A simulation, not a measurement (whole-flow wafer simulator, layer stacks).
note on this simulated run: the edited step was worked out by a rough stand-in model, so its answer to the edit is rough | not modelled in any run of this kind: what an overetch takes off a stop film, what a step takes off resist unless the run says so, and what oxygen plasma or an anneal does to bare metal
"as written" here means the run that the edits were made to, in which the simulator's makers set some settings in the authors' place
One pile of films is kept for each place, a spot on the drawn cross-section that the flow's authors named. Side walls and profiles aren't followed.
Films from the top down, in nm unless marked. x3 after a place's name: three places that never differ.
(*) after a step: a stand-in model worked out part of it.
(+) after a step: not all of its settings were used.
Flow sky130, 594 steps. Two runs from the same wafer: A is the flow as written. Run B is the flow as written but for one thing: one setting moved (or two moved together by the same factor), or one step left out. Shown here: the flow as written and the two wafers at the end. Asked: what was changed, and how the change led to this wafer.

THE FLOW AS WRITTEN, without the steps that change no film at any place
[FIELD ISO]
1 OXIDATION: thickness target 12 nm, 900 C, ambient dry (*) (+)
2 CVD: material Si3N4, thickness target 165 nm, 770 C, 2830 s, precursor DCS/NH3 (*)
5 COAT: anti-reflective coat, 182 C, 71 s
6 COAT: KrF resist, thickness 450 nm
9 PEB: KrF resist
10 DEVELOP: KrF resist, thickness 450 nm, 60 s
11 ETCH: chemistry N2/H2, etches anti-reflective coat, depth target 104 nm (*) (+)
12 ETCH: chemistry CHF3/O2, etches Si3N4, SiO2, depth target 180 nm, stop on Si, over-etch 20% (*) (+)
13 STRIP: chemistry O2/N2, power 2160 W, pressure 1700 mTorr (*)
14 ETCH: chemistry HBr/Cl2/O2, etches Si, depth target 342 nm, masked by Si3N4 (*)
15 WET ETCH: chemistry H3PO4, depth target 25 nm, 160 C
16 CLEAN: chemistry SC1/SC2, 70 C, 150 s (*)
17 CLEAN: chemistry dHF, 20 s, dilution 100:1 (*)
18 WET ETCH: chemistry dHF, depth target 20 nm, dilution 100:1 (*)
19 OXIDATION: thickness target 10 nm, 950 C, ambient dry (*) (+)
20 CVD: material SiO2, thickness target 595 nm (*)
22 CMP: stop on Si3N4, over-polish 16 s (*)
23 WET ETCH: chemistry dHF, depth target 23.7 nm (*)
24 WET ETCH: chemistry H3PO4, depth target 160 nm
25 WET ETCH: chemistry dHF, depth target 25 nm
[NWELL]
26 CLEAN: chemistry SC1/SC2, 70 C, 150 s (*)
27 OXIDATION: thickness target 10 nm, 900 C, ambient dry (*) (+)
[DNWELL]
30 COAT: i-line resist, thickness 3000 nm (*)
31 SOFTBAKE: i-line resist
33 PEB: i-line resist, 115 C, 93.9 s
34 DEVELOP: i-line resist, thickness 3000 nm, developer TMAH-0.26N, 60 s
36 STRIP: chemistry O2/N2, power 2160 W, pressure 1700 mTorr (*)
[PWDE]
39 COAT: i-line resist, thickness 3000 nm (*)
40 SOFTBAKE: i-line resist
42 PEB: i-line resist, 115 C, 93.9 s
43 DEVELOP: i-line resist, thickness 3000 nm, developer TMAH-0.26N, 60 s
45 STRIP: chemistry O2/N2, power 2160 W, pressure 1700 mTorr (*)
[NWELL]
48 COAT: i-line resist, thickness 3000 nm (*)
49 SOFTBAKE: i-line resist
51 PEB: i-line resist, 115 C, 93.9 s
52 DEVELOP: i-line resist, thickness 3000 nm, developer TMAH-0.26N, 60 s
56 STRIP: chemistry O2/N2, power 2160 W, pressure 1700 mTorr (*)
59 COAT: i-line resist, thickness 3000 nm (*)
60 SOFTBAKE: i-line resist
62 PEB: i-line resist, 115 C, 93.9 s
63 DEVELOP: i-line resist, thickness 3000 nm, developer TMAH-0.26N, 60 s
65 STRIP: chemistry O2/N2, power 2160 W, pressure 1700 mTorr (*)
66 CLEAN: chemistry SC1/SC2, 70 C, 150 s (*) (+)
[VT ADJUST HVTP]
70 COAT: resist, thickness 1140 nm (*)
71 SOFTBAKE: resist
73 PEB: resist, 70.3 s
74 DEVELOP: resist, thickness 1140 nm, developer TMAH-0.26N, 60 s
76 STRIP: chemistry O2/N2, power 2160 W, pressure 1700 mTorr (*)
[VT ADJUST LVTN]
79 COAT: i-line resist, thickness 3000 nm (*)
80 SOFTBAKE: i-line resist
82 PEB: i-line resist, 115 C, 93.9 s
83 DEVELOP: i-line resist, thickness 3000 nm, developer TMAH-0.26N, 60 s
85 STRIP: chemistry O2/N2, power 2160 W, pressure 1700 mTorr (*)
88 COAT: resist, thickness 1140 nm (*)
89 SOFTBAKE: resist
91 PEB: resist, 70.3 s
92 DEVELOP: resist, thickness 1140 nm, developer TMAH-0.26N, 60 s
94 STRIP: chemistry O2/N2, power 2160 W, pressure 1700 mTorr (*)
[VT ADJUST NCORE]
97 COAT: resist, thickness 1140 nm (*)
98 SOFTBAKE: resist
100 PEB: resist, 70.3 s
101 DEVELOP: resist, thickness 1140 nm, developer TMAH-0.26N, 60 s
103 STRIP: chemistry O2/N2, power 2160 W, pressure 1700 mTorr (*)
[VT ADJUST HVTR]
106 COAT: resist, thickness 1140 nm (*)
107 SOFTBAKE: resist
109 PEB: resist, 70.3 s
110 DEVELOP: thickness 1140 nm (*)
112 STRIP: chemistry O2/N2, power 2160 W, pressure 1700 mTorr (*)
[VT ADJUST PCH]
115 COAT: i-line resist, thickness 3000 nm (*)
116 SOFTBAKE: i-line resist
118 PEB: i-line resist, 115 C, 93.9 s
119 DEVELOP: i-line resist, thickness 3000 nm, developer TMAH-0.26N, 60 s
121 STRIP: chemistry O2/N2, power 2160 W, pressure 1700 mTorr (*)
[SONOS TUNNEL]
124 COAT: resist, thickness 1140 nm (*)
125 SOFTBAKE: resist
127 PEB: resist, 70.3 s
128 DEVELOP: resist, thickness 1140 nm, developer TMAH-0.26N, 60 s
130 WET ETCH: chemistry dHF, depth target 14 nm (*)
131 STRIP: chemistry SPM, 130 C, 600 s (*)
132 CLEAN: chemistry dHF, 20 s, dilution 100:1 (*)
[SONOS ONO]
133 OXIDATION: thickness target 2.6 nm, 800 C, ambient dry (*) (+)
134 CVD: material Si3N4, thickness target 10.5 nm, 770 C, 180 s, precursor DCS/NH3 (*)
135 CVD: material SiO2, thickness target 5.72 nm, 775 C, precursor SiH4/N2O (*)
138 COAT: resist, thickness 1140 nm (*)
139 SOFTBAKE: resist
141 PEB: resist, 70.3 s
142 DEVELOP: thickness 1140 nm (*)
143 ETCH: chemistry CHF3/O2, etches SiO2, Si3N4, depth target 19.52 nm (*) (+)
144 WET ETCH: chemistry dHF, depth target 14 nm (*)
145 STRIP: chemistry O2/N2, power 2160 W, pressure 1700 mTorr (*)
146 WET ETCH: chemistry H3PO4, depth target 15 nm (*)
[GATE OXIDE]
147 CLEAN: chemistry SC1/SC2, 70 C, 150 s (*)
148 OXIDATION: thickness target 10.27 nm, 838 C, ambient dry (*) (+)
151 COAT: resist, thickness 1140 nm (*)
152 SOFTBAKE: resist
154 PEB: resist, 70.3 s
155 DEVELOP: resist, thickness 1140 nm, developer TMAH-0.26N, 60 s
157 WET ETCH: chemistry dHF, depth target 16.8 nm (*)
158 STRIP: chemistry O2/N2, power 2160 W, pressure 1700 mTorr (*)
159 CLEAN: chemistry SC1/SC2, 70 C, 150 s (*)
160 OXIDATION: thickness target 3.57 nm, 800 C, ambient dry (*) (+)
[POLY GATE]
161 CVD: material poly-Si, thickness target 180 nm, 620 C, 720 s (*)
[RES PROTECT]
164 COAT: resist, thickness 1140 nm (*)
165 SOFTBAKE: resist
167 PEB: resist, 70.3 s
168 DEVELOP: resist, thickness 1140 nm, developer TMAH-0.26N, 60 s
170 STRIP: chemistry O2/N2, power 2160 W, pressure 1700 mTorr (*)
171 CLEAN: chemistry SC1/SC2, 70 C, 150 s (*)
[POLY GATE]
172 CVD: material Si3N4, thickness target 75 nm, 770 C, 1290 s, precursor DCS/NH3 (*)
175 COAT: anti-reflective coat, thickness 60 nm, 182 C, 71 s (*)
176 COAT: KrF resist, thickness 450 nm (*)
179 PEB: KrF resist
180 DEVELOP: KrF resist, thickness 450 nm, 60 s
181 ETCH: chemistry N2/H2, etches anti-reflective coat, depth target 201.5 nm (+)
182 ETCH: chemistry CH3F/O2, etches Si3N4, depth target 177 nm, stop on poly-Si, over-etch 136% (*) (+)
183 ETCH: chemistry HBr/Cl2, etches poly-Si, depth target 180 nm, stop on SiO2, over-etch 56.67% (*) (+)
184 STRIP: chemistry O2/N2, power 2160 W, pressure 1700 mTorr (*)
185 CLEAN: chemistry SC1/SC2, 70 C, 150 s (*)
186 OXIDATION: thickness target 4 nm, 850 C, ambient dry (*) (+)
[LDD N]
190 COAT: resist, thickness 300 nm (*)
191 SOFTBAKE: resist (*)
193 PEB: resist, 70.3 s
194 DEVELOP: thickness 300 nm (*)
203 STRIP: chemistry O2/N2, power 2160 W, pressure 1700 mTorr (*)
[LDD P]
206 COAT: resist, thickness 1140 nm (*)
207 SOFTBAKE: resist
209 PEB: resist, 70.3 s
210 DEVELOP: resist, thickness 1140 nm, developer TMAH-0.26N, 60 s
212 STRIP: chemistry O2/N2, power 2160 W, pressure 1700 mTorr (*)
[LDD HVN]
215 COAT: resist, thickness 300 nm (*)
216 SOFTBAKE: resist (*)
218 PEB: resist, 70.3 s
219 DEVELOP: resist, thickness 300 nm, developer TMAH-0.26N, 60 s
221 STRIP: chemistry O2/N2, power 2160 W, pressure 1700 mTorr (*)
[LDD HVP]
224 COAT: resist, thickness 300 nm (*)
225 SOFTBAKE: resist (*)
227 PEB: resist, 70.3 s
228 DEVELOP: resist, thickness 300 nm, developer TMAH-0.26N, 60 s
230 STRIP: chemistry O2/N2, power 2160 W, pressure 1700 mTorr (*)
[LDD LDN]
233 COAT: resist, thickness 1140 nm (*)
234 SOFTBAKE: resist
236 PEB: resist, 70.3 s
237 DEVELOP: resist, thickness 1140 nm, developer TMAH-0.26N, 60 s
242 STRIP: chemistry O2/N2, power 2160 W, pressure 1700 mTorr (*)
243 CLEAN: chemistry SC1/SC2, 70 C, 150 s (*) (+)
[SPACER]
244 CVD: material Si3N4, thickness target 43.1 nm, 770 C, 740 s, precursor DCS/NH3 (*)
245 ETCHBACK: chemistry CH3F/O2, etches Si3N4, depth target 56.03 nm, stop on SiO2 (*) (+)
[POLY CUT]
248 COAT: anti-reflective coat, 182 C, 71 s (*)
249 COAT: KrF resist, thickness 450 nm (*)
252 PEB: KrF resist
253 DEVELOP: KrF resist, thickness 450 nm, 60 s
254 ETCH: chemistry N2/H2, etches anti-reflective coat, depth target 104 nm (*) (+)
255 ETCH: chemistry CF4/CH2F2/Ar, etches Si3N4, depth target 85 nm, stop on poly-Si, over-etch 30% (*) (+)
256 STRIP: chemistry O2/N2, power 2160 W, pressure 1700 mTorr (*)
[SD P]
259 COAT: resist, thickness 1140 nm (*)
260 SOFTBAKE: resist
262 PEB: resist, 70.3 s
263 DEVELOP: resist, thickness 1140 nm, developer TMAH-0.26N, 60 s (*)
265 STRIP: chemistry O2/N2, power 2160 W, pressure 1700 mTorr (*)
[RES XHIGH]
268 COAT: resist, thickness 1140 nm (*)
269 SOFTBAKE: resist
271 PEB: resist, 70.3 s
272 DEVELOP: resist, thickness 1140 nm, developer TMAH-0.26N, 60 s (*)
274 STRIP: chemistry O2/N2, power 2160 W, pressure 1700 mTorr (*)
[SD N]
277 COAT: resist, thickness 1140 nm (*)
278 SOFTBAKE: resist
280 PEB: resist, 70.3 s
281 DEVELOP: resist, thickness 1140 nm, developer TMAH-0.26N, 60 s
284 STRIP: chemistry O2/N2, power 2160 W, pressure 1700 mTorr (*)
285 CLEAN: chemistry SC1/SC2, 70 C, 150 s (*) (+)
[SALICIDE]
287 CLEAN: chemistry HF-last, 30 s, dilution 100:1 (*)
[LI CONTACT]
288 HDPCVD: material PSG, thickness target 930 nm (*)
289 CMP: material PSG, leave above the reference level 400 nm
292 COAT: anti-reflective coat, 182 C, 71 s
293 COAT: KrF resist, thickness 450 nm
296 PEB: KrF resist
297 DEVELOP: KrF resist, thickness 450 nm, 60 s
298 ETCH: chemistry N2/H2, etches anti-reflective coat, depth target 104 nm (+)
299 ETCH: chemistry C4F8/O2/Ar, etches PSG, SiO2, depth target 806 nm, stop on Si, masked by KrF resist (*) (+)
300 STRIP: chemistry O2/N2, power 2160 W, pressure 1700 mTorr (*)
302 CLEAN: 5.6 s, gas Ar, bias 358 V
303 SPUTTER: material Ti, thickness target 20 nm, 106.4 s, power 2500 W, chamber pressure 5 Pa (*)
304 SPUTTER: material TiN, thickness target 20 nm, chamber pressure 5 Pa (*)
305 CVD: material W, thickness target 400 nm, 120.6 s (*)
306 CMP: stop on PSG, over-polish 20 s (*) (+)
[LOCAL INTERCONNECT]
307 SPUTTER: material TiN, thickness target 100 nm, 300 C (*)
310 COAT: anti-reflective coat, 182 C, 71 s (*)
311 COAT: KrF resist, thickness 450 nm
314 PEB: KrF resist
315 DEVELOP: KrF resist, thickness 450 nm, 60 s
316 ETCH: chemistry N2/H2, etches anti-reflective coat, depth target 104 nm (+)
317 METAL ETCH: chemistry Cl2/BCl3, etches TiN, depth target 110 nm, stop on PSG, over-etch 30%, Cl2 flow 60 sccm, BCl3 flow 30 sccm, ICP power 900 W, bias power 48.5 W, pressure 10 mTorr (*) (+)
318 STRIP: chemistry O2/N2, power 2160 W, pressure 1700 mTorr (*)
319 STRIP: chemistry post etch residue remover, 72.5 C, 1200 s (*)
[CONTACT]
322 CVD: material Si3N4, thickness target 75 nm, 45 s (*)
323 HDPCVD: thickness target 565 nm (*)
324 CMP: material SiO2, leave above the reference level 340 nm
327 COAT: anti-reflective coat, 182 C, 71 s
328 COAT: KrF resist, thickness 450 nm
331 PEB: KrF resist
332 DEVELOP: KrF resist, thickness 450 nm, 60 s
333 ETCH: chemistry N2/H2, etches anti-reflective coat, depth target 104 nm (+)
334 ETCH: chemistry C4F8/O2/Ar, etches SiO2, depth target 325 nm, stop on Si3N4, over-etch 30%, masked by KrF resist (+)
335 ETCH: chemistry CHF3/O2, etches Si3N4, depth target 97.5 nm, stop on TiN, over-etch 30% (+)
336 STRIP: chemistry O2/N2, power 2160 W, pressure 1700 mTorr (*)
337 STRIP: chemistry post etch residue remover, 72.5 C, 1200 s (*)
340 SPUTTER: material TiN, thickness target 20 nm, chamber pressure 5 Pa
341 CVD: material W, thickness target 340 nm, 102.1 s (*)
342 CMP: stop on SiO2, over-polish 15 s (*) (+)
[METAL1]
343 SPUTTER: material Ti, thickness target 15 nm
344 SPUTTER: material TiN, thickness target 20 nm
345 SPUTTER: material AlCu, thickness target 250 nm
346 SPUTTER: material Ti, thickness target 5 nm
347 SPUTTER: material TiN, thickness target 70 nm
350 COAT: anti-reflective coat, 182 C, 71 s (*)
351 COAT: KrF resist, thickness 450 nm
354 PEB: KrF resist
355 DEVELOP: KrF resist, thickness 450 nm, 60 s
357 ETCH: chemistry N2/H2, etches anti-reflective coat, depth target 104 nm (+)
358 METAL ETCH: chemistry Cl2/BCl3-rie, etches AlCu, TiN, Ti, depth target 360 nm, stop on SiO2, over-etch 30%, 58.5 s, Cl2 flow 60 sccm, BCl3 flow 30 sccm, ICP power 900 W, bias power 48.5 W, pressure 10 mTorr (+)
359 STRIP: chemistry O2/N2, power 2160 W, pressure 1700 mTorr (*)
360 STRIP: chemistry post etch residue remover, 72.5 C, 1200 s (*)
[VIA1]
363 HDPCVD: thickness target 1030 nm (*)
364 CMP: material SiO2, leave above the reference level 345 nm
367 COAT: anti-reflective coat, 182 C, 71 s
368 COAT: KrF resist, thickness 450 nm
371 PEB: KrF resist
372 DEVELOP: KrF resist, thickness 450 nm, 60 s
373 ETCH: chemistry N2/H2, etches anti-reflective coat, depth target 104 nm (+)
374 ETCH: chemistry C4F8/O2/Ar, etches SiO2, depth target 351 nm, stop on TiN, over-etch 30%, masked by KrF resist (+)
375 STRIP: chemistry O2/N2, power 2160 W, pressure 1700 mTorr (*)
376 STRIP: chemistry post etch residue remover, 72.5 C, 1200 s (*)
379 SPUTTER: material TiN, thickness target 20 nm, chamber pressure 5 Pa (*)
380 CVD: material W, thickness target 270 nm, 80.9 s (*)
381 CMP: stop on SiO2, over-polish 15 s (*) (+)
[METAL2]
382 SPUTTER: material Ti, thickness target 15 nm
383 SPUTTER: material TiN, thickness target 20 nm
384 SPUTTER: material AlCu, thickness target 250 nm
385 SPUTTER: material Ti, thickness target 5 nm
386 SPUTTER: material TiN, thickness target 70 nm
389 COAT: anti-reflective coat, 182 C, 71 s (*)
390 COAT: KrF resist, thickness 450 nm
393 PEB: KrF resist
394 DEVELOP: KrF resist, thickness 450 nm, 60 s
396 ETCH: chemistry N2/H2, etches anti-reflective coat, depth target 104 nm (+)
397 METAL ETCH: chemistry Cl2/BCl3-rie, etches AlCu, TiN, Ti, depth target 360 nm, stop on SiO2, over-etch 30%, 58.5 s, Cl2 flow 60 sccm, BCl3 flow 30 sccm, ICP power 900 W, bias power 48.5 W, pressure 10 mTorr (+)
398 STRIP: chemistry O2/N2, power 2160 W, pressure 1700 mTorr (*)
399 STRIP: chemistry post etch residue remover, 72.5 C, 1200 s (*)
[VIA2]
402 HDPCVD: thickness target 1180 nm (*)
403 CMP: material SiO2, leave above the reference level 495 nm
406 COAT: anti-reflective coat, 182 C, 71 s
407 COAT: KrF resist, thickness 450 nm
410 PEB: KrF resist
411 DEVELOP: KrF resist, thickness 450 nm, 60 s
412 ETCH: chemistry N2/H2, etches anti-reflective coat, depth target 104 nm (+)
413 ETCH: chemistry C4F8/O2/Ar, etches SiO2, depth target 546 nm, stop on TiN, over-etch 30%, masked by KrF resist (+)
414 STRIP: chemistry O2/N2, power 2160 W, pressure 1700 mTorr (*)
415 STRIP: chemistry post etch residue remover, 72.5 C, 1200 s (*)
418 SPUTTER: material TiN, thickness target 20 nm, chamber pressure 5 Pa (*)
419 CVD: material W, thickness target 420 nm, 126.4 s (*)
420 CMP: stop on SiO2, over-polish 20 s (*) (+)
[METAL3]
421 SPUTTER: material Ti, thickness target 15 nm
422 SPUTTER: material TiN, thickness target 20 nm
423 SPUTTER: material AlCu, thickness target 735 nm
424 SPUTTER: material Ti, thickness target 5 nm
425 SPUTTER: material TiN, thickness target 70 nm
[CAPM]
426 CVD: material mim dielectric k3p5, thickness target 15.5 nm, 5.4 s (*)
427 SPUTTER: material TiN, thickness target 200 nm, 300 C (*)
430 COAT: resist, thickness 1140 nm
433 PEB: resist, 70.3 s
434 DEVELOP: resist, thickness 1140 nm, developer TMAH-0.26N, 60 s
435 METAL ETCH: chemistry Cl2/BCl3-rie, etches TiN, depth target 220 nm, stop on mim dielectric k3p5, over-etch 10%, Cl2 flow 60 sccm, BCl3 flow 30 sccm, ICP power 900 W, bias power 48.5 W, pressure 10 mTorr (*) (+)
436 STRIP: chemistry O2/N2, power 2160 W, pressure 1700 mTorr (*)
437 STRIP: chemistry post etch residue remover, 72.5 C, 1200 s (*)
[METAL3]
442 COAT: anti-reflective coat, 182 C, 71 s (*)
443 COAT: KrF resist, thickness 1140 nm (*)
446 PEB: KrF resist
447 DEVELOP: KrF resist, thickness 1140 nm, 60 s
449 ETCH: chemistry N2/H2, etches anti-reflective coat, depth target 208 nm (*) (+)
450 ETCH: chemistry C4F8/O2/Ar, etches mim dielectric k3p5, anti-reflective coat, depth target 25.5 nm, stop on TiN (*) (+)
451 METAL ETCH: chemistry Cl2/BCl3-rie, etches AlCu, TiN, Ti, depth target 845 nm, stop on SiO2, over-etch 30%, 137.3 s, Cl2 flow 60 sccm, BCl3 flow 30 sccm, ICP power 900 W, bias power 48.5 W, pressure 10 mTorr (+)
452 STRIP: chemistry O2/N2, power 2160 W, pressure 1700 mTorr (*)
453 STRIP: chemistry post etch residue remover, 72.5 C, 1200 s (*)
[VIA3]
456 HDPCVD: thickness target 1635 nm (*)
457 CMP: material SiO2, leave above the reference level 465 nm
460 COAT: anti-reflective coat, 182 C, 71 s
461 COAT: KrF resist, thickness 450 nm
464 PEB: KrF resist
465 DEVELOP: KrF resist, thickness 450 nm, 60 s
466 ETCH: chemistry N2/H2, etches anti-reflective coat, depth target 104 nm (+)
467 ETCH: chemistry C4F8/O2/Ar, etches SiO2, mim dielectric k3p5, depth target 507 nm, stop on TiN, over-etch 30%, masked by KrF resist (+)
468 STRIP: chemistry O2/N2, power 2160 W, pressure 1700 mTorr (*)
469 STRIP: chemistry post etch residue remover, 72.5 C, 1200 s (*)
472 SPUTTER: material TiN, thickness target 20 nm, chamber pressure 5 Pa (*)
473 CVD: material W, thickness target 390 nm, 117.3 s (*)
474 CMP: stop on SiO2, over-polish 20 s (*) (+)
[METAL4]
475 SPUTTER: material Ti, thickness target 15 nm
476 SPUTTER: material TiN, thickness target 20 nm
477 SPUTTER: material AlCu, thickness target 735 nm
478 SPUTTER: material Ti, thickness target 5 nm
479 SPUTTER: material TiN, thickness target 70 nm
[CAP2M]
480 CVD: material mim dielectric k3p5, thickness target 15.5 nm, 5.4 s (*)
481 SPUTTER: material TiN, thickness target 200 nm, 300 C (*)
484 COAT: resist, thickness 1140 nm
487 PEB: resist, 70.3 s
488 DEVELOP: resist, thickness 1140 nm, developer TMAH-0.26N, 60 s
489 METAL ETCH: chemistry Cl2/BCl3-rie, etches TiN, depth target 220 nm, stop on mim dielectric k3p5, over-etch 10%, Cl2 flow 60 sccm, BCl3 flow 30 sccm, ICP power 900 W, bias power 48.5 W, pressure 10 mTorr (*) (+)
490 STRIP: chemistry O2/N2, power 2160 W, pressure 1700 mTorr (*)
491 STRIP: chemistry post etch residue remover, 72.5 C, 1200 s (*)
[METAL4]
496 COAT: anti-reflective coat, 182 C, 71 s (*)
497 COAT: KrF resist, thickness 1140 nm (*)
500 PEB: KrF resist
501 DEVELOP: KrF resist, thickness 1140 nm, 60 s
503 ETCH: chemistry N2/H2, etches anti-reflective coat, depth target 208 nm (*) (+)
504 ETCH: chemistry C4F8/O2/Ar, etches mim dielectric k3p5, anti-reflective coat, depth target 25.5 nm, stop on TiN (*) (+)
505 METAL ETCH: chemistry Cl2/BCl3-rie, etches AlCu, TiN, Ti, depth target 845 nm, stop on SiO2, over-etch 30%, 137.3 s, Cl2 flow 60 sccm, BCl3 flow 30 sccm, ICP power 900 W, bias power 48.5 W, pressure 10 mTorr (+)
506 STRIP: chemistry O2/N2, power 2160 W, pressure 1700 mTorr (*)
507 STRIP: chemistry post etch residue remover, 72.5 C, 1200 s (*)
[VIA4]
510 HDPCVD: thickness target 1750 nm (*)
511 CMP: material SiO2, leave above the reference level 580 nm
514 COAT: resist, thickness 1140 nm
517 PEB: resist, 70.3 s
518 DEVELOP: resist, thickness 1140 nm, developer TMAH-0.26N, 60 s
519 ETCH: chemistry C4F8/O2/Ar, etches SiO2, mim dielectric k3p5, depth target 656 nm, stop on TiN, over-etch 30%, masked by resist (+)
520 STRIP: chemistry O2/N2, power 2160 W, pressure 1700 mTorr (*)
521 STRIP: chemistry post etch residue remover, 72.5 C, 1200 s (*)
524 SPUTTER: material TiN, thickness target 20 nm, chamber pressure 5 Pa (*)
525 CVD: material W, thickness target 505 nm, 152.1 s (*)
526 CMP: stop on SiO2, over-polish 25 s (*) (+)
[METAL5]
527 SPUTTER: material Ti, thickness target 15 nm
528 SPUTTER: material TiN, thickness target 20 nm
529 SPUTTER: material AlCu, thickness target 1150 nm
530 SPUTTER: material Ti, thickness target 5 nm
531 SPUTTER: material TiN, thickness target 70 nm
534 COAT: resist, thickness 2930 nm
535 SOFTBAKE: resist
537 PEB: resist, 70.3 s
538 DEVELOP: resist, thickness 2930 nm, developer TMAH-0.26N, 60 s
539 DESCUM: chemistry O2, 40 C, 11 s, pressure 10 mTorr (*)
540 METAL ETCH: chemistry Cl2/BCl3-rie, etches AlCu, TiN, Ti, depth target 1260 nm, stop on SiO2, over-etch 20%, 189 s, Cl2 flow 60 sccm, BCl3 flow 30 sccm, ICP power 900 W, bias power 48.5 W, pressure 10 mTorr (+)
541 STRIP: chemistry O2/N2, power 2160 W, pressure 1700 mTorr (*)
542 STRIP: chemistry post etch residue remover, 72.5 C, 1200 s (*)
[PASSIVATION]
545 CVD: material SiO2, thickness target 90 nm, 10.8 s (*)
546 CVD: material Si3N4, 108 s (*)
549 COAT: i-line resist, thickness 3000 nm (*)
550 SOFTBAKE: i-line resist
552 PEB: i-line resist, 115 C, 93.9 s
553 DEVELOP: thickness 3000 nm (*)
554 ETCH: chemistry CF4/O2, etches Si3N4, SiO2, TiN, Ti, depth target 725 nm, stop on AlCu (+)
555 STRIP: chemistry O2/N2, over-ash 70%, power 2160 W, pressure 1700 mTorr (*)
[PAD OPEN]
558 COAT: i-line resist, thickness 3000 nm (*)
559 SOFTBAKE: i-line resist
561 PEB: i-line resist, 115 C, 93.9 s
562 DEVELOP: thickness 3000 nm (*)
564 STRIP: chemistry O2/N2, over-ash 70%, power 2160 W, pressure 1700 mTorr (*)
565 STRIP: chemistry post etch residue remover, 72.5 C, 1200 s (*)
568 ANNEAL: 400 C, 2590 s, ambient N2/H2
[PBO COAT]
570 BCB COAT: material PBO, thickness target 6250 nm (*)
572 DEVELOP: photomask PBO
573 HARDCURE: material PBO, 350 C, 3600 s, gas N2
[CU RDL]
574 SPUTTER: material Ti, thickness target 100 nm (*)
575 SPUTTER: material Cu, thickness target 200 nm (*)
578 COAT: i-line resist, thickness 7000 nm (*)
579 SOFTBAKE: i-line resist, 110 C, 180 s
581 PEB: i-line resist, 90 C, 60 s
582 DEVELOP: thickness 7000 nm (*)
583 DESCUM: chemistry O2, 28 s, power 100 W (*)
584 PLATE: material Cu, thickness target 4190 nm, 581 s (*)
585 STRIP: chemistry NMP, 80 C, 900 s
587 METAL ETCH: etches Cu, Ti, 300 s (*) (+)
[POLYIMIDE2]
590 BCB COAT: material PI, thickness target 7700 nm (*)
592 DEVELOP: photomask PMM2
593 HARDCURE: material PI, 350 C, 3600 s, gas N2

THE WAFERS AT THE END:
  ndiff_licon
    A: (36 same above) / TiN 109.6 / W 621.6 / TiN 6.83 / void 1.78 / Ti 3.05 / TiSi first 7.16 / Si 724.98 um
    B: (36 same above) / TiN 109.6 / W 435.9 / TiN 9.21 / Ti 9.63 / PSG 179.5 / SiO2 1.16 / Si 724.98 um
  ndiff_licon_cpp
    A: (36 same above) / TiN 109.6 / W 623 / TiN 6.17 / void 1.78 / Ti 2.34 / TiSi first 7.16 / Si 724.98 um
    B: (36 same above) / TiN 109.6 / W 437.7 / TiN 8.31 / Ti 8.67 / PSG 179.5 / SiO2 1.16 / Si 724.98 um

The cause: step 299, ETCH: depth target 459 nm was run, where the flow has depth target 806 nm.

How the change led to this, step by step:
  299 ETCH: chemistry C4F8/O2/Ar, etches PSG, SiO2, depth target 806 nm, stop on Si, masked by KrF resist (*) (+)
      contact, ndiff_licon, ndiff_licon_cpp: A PSG -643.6 (all of it), SiO2 -1.16 (all of it) | B PSG -459
      field, active, n_well and 184 more: A KrF resist -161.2 | B KrF resist -91.8
  300 STRIP: chemistry O2/N2, power 2160 W, pressure 1700 mTorr (*)
      contact, ndiff_licon, ndiff_licon_cpp: A chemical SiO2 +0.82 (new film), Si -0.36 | B nothing
      field, active, n_well and 184 more: A KrF resist -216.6 (all of it), anti-reflective coat -80 (all of it) | B KrF resist -286 (all of it), anti-reflective coat -80 (all of it)
  302 CLEAN: 5.6 s, gas Ar, bias 358 V
      contact, ndiff_licon, ndiff_licon_cpp: A chemical SiO2 -0.82 (all of it) | B PSG -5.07
  303 SPUTTER: material Ti, thickness target 20 nm, 106.4 s, power 2500 W, chamber pressure 5 Pa (*)
      ndiff_licon: A Ti +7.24 (new film) | B Ti +9.63 (new film)
      ndiff_licon_cpp: A Ti +6.53 (new film) | B Ti +8.67 (new film)
  304 SPUTTER: material TiN, thickness target 20 nm, chamber pressure 5 Pa (*)
      ndiff_licon: A TiN +6.83 (new film) | B TiN +9.21 (new film)
      ndiff_licon_cpp: A TiN +6.17 (new film) | B TiN +8.31 (new film)
  305 CVD: material W, thickness target 400 nm, 120.6 s (*)
      ndiff_licon: A W +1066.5 (new film) | B W +880.8 (new film)
      ndiff_licon_cpp: A W +1067.9 (new film) | B W +882.6 (new film)
  568 ANNEAL: 400 C, 2590 s, ambient N2/H2
      ndiff_licon, ndiff_licon_cpp: A under 37 films: void +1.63 (new film), Ti -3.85, TiSi first +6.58 (new film), Si -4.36 | B nothing
Counting metal films that touch as one body, ndiff_licon has 5 bodies (between them, from the top down: SiO2 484 / mim dielectric k3p5 15.5; SiO2 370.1 / mim dielectric k3p5 15.5; SiO2 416; SiO2 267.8); the flow as written gives 6 bodies (between them, from the top down: SiO2 484 / mim dielectric k3p5 15.5; SiO2 370.1 / mim dielectric k3p5 15.5; SiO2 416; SiO2 267.8; void 1.78).
Counting metal films that touch as one body, ndiff_licon_cpp has 5 bodies (between them, from the top down: SiO2 484 / mim dielectric k3p5 15.5; SiO2 370.1 / mim dielectric k3p5 15.5; SiO2 416; SiO2 267.8); the flow as written gives 6 bodies (between them, from the top down: SiO2 484 / mim dielectric k3p5 15.5; SiO2 370.1 / mim dielectric k3p5 15.5; SiO2 416; SiO2 267.8; void 1.78).
